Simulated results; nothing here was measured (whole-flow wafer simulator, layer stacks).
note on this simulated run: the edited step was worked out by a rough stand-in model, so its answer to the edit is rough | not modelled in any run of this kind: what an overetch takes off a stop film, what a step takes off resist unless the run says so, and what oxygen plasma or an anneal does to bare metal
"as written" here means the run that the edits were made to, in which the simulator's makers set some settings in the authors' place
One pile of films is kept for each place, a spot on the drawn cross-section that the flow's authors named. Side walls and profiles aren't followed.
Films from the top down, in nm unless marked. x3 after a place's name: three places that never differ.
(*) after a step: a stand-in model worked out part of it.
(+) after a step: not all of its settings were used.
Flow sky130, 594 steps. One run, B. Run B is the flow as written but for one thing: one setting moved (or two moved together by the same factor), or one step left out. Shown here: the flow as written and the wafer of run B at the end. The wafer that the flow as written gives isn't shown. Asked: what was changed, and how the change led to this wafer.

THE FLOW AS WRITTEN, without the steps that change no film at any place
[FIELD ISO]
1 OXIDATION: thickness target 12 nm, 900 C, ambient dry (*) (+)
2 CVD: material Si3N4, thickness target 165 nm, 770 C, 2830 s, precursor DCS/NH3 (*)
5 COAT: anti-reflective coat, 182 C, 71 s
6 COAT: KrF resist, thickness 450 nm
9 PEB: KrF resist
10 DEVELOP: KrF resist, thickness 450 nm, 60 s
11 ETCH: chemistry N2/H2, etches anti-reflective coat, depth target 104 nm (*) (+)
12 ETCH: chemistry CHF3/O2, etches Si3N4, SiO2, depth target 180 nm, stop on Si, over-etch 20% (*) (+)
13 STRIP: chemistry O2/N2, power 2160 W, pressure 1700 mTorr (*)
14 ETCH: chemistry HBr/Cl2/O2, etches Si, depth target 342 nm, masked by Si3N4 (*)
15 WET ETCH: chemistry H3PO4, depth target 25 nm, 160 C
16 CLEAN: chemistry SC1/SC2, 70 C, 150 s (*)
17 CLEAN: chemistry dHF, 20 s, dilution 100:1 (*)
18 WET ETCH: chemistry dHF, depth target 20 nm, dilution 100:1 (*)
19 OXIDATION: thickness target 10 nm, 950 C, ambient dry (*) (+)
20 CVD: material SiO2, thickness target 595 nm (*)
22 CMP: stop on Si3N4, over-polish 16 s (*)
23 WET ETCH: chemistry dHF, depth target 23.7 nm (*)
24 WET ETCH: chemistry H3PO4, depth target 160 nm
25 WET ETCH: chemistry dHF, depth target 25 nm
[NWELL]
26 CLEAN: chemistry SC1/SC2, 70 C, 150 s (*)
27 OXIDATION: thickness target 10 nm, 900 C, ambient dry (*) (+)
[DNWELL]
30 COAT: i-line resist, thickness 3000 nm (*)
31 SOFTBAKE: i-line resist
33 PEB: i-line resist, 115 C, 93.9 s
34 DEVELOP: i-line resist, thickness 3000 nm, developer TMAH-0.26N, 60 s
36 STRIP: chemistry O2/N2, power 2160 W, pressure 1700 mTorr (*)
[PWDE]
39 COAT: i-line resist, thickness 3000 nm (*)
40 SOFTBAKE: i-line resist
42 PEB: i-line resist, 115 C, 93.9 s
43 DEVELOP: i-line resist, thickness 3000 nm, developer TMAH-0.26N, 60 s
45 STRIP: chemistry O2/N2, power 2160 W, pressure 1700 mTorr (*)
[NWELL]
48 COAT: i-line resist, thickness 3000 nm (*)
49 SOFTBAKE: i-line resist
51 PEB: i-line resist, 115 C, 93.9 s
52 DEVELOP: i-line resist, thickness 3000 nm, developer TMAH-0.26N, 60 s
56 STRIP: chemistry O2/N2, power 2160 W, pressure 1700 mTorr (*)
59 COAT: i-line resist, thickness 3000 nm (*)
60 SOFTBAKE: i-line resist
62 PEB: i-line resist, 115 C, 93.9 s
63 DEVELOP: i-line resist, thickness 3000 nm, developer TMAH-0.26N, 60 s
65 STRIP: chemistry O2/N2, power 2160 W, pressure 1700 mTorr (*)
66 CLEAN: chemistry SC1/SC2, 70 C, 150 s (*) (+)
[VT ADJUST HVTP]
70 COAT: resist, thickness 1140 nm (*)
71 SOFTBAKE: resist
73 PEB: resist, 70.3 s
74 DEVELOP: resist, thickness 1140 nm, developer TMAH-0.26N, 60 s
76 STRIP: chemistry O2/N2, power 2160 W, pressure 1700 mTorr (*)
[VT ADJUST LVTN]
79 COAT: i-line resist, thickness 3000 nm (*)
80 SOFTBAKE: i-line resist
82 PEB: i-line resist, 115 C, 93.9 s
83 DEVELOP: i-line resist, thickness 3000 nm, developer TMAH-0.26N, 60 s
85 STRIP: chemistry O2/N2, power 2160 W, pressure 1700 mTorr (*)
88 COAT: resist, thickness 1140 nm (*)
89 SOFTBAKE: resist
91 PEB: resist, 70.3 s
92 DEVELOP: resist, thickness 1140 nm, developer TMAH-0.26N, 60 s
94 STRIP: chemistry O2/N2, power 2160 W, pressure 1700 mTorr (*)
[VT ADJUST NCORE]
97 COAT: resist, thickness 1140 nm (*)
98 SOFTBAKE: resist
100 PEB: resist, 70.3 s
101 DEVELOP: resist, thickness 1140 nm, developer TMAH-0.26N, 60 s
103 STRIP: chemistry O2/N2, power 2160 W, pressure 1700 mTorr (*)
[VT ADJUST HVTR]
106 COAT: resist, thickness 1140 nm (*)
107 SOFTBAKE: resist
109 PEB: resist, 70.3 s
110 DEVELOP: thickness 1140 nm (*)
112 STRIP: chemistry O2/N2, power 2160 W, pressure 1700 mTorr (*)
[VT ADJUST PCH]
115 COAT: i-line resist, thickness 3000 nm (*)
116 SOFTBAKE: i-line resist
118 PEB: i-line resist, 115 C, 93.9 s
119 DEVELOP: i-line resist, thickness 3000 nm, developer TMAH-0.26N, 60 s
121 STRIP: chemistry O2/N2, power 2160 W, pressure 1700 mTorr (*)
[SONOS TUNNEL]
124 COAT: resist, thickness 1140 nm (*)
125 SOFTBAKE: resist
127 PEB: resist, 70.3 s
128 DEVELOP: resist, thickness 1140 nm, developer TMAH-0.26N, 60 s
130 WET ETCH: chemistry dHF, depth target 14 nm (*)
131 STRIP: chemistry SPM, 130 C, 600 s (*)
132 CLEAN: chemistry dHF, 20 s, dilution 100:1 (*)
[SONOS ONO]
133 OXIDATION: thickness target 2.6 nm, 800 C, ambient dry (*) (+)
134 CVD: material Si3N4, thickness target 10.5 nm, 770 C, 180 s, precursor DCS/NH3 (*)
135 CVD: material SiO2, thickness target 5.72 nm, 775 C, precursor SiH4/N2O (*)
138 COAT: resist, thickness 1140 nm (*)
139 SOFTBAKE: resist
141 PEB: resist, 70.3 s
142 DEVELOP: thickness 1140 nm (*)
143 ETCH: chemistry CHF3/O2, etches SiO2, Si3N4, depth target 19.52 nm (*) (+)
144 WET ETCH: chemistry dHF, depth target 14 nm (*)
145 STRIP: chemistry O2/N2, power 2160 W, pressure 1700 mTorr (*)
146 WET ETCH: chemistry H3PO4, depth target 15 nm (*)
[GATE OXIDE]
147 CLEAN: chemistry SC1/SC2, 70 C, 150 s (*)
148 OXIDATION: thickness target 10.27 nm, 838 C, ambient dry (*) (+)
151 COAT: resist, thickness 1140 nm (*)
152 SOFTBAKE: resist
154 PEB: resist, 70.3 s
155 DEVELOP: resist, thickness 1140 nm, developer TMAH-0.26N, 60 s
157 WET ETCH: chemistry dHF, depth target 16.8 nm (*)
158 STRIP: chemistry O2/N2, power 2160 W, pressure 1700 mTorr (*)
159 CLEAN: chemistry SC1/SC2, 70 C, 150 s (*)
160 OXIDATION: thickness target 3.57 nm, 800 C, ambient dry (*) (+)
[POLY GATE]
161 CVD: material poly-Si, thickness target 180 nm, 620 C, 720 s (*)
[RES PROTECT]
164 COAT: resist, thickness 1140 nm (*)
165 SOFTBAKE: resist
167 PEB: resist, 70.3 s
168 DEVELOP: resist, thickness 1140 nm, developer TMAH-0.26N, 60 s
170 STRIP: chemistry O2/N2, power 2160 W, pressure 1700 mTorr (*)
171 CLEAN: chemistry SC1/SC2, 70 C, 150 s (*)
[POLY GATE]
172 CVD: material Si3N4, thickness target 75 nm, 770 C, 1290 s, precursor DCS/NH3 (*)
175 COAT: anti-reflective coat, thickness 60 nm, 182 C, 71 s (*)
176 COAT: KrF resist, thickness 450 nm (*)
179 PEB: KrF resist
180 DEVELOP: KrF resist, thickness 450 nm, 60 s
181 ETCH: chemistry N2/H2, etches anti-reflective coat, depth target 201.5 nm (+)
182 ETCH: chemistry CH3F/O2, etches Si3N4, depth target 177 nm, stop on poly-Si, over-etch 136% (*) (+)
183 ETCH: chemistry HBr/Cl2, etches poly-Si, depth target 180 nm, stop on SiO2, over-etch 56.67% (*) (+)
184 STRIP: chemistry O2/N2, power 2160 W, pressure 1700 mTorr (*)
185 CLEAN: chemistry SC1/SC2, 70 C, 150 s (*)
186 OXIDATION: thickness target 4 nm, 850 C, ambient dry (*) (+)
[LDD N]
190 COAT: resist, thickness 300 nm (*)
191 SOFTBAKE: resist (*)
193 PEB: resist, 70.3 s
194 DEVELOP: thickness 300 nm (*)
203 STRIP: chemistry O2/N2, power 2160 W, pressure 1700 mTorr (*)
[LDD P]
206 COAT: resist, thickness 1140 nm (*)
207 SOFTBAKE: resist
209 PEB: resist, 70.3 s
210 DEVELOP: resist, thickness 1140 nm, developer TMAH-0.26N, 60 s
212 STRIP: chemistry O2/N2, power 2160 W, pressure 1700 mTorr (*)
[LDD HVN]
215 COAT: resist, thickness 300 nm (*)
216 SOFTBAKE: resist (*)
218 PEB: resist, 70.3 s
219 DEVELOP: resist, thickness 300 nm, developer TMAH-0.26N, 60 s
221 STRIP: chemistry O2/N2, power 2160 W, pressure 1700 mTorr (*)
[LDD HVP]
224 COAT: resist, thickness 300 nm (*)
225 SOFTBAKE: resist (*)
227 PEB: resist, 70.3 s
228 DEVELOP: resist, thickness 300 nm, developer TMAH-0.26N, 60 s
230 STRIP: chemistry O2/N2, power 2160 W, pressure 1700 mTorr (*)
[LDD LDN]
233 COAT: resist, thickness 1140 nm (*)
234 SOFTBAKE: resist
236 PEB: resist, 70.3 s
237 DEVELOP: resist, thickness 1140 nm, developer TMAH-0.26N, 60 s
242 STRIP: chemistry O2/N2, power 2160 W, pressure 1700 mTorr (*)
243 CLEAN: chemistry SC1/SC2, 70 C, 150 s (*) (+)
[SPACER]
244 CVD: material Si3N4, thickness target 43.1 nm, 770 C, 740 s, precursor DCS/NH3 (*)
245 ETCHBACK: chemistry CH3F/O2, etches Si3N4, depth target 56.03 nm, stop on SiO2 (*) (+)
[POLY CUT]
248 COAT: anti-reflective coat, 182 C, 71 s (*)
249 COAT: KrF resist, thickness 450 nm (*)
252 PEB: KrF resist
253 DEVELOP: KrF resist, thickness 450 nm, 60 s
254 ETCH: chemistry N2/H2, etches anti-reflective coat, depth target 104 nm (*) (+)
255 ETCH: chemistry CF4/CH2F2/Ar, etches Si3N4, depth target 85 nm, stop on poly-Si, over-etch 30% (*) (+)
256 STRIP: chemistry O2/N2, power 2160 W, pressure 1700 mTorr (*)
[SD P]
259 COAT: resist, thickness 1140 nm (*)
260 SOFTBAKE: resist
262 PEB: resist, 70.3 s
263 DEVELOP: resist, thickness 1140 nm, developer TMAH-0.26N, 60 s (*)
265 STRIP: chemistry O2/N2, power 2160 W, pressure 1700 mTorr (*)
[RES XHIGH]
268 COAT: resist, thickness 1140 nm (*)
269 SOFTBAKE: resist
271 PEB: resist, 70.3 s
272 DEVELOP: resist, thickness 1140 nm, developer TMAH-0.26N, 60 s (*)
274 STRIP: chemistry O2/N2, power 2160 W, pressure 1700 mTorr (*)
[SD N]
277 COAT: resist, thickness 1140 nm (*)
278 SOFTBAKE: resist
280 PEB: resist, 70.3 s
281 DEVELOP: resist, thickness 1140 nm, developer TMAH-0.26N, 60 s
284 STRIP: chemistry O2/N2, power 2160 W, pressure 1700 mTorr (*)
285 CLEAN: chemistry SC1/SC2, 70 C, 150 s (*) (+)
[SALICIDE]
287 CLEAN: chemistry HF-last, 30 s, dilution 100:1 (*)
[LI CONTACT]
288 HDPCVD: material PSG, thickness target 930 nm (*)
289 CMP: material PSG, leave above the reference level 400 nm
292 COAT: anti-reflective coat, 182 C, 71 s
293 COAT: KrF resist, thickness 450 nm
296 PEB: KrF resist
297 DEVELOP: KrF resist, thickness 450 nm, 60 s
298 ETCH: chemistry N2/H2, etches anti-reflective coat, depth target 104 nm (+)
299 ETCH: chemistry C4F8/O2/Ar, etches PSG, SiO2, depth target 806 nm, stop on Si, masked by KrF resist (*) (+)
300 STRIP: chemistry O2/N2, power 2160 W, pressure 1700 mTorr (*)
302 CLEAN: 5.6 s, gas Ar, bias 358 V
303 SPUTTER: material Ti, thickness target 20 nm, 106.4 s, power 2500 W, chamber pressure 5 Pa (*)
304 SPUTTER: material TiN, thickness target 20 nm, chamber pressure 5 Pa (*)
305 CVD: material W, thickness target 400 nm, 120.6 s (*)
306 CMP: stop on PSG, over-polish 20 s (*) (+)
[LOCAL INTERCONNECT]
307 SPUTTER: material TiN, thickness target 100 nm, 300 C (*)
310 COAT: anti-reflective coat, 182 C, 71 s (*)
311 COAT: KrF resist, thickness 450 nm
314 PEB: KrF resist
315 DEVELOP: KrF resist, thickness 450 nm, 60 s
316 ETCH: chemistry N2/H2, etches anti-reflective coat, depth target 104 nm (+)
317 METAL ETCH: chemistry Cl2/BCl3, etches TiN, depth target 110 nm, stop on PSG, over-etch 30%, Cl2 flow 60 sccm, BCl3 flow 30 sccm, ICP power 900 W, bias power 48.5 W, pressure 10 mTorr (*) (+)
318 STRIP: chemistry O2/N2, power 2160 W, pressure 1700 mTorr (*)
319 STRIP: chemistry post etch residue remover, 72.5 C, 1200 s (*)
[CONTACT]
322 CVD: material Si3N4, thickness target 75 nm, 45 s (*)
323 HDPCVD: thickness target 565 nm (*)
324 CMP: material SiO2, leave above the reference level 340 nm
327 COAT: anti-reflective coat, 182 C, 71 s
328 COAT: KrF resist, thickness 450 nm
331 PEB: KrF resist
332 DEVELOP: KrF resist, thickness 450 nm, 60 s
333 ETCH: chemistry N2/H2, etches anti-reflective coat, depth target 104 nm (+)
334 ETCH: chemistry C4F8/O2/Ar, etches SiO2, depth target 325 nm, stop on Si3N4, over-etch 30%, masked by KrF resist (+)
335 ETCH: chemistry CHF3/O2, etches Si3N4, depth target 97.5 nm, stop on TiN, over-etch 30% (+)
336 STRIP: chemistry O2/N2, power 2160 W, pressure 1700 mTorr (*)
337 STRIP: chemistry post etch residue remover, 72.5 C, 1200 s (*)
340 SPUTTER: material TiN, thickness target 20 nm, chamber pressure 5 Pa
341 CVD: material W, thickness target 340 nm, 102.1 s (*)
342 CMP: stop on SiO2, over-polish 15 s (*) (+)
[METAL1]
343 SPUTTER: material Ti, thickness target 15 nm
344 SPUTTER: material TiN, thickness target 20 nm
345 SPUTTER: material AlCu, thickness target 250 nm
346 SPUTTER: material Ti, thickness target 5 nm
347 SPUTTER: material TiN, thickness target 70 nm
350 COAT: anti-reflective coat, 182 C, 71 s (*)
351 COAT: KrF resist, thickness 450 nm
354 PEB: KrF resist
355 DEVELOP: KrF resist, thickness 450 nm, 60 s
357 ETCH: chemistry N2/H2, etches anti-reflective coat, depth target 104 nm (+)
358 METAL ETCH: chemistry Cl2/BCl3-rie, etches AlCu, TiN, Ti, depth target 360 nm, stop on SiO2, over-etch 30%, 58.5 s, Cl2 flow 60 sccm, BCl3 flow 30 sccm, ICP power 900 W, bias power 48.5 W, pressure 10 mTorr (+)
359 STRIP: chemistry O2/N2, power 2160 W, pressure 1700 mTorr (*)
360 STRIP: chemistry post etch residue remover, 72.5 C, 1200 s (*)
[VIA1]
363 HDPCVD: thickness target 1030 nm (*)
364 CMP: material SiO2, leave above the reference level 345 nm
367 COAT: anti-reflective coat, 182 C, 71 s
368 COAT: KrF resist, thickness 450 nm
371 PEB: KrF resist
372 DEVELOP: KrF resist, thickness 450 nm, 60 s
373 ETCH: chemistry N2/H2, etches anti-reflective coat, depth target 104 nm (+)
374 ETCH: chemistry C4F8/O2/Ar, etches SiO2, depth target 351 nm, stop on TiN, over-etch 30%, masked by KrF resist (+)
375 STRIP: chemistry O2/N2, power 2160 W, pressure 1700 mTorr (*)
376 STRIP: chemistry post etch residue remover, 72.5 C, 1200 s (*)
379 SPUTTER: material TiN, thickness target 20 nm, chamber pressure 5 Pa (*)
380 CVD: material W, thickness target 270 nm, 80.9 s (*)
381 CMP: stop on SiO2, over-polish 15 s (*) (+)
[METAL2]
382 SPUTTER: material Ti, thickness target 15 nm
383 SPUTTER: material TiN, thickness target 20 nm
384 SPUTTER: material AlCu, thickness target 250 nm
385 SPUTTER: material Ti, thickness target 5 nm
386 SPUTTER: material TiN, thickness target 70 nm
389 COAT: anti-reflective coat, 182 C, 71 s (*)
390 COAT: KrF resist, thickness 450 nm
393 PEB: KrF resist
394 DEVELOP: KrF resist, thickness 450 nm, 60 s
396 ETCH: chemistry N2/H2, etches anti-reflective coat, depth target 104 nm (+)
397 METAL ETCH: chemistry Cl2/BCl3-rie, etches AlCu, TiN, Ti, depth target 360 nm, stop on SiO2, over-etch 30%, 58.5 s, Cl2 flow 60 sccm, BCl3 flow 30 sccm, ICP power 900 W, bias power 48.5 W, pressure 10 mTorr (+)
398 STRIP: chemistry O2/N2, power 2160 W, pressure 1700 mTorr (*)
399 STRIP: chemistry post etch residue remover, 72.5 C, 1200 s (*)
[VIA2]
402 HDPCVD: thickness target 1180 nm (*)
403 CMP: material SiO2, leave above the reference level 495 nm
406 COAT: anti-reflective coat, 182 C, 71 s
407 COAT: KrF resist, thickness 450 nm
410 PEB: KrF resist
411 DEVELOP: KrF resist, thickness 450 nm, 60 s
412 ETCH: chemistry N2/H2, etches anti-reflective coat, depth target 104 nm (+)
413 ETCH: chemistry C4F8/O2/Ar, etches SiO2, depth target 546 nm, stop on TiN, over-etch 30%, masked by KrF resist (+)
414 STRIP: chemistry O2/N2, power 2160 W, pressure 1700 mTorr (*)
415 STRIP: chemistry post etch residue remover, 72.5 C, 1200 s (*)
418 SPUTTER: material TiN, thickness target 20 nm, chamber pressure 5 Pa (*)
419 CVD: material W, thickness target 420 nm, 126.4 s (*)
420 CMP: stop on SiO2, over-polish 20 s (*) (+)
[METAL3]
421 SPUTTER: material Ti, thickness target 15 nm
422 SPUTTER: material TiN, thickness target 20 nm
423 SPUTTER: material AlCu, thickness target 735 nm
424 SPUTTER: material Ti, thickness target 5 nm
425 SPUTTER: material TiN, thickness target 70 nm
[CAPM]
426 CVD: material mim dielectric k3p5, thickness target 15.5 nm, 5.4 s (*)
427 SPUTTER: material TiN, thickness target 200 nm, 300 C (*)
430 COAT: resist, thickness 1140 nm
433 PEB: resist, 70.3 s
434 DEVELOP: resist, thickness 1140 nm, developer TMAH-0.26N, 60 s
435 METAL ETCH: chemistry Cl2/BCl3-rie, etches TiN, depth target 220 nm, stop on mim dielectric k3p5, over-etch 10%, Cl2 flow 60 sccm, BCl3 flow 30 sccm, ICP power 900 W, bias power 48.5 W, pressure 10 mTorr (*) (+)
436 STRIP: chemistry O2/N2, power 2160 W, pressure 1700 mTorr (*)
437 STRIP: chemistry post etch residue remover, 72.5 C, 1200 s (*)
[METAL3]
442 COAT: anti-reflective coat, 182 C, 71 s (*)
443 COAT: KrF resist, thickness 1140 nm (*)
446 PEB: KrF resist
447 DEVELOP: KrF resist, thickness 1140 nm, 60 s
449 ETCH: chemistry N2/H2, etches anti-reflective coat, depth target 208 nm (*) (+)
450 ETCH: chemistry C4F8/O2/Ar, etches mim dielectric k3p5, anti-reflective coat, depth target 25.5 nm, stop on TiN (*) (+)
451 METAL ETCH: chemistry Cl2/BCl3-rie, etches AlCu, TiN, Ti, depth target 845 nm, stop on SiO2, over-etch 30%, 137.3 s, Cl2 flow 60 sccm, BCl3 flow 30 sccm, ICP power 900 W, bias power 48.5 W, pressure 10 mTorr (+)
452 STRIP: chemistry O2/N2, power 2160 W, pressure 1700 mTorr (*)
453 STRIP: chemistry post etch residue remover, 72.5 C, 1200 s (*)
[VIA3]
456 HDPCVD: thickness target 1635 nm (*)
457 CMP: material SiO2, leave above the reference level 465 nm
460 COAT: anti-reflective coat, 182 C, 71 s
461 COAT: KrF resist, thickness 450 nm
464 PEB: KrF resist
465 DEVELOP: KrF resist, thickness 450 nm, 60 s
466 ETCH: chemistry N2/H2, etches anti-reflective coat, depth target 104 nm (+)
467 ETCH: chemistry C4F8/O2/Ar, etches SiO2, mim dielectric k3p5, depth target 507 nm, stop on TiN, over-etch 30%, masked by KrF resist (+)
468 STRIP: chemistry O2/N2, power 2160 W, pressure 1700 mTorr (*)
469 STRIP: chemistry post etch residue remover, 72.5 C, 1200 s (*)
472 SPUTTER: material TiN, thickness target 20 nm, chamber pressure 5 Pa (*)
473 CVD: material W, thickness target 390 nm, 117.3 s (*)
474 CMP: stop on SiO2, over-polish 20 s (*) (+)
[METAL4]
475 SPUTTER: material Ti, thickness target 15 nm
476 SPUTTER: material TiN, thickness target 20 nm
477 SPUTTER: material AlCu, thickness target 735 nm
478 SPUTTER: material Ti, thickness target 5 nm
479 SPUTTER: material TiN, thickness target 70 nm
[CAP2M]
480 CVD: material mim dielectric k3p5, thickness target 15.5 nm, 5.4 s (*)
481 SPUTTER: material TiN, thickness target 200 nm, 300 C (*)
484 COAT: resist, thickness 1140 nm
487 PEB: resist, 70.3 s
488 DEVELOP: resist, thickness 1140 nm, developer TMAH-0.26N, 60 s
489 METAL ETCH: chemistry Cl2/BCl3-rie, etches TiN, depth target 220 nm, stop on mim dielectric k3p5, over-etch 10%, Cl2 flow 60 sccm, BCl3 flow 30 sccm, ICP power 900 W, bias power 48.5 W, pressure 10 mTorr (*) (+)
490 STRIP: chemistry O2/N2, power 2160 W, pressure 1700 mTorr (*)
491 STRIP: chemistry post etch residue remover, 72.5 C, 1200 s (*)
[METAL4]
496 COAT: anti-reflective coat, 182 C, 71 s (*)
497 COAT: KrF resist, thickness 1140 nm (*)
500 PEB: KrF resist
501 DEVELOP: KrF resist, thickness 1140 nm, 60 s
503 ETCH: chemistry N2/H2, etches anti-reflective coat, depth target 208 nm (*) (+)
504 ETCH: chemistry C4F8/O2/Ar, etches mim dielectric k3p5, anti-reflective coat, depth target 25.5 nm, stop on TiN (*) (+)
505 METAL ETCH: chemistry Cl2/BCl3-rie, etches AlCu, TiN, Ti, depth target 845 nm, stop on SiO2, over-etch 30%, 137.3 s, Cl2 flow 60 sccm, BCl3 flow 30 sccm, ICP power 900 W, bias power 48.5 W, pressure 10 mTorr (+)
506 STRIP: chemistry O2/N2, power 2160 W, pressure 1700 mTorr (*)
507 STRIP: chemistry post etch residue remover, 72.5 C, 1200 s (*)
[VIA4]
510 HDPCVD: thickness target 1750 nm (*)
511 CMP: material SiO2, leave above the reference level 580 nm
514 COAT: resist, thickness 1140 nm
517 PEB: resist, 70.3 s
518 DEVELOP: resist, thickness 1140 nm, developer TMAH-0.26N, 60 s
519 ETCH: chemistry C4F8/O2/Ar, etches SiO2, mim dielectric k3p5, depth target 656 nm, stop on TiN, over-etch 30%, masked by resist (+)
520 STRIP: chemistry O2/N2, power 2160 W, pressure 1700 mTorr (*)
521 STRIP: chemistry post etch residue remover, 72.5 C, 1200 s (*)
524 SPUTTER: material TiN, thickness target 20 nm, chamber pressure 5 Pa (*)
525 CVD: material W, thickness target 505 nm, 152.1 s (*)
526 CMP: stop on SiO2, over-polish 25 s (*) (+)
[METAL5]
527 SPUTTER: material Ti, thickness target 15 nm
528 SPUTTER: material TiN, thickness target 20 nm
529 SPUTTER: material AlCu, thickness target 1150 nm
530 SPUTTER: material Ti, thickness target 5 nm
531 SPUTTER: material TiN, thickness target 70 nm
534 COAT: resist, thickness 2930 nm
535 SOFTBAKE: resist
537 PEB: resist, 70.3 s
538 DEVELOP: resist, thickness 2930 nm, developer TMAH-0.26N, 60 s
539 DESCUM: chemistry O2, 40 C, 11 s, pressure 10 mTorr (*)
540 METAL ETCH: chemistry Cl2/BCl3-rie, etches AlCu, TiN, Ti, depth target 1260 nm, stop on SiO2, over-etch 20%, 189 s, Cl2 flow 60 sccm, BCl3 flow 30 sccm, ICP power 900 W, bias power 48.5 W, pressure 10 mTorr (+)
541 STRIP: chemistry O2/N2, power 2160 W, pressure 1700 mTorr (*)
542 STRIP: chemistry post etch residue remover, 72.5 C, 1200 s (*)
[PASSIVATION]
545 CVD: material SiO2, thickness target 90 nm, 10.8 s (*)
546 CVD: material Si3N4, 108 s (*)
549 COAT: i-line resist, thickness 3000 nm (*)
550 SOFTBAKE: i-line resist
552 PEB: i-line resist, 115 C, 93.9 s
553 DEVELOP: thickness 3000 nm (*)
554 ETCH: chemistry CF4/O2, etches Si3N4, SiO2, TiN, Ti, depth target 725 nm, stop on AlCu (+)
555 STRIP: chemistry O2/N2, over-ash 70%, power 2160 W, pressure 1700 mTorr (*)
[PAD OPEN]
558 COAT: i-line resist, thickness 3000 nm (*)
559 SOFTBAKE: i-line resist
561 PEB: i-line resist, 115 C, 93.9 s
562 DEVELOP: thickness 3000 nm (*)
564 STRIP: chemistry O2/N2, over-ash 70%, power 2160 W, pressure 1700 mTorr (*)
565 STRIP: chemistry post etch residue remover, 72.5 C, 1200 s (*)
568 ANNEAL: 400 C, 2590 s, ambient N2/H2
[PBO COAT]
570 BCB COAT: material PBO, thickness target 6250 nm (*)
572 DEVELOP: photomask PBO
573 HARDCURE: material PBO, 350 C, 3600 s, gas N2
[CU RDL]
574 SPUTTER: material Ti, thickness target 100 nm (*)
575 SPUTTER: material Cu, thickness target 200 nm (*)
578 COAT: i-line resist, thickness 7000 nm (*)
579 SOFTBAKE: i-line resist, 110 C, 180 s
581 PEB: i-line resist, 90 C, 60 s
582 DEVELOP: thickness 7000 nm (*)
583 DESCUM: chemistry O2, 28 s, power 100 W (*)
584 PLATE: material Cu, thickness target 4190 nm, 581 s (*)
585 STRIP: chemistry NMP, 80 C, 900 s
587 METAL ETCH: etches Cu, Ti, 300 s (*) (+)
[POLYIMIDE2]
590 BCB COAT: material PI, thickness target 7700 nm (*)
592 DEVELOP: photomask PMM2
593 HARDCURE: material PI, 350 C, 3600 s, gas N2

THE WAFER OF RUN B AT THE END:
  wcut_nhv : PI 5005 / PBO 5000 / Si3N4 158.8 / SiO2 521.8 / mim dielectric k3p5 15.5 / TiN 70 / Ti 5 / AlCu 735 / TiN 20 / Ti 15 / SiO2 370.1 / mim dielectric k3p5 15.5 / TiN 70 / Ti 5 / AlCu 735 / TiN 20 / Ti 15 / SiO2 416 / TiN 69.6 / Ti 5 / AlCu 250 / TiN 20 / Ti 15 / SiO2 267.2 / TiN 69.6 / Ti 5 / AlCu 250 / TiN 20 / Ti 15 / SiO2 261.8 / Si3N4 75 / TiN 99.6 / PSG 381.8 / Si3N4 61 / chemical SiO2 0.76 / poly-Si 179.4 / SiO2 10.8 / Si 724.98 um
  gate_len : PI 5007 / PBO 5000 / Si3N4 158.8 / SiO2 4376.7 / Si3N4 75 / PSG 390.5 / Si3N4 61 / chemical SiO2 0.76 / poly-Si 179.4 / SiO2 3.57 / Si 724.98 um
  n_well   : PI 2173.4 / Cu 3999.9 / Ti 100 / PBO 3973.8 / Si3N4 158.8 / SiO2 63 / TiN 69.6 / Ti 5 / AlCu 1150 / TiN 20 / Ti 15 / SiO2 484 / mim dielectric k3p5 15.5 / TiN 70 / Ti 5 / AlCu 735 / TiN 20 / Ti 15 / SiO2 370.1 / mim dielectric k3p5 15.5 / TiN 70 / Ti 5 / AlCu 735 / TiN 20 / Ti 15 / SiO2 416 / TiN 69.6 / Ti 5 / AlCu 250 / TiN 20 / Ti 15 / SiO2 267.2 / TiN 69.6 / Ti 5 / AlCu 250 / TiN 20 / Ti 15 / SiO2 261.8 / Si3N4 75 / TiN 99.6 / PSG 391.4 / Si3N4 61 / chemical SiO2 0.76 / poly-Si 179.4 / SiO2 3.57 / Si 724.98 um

The cause: step 545, CVD: thickness target 45 nm was run, where the flow has thickness target 90 nm; step 545, CVD: 5.4 s was run, where the flow has 10.8 s.

How the change led to this, step by step:
  545 CVD: material SiO2, thickness target 90 nm, 10.8 s (*)
      field, active, gate and 175 more: SiO2 +63 (as written it would be: SiO2 +125.2)
      n_well, p_well, sd_n and 12 more: SiO2 +63 (new film) (as written it would be: SiO2 +125.2 (new film))
  550 SOFTBAKE: i-line resist
      active: i-line resist +10.8 (as written it would be: i-line resist +12)
      gate: i-line resist -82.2 (as written it would be: i-line resist -85.5)
      (and at 59 more places)
  554 ETCH: chemistry CF4/O2, etches Si3N4, SiO2, TiN, Ti, depth target 725 nm, stop on AlCu (+)
      field, active, n_well and 189 more: i-line resist -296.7 (as written it would be: i-line resist -358.9)
      pad: Si3N4 -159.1 (all of it), SiO2 -63 (all of it), TiN -69.6 (all of it), Ti -5 (all of it) (as written it would be: Si3N4 -159.1 (all of it), SiO2 -125.2 (all of it), TiN -69.6 (all of it), Ti -5 (all of it))
  555 STRIP: chemistry O2/N2, over-ash 70%, power 2160 W, pressure 1700 mTorr (*)
      gate_hv, dice_street, iso_guard and 83 more: i-line resist -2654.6 (all of it) (as written it would be: i-line resist -2592.4 (all of it))
      n_well, p_well, sd_n, sd_p: i-line resist -1403 (all of it) (as written it would be: i-line resist -1340.8 (all of it))
      (and at 101 more places)
  558 COAT: i-line resist, thickness 3000 nm (*)
      pad: i-line resist +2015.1 (new film) (as written it would be: i-line resist +2077.7 (new film))
  559 SOFTBAKE: i-line resist
      field: i-line resist +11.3 (as written it would be: i-line resist +12.5)
      active: i-line resist +10.8 (as written it would be: i-line resist +12)
      (and at 66 more places)
  561 PEB: i-line resist, 115 C, 93.9 s
      pad: i-line resist -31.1 (as written it would be: i-line resist -32.2)
  562 DEVELOP: thickness 3000 nm (*)
      pad: i-line resist -1984 (all of it) (as written it would be: i-line resist -2045.5 (all of it))
  578 COAT: i-line resist, thickness 7000 nm (*)
      pad: i-line resist +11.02 um (new film) (as written it would be: i-line resist +11.08 um (new film))
  579 SOFTBAKE: i-line resist, 110 C, 180 s
      ndiff_licon_rim, ndiff_licon: i-line resist -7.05 (as written it would be: i-line resist -8.01)
      rpo_hd_licon, mim2: i-line resist -14 (as written it would be: i-line resist -14.9)
      (and at 27 more places)
  582 DEVELOP: thickness 7000 nm (*)
      pad: i-line resist -11.02 um (all of it) (as written it would be: i-line resist -11.08 um (all of it))
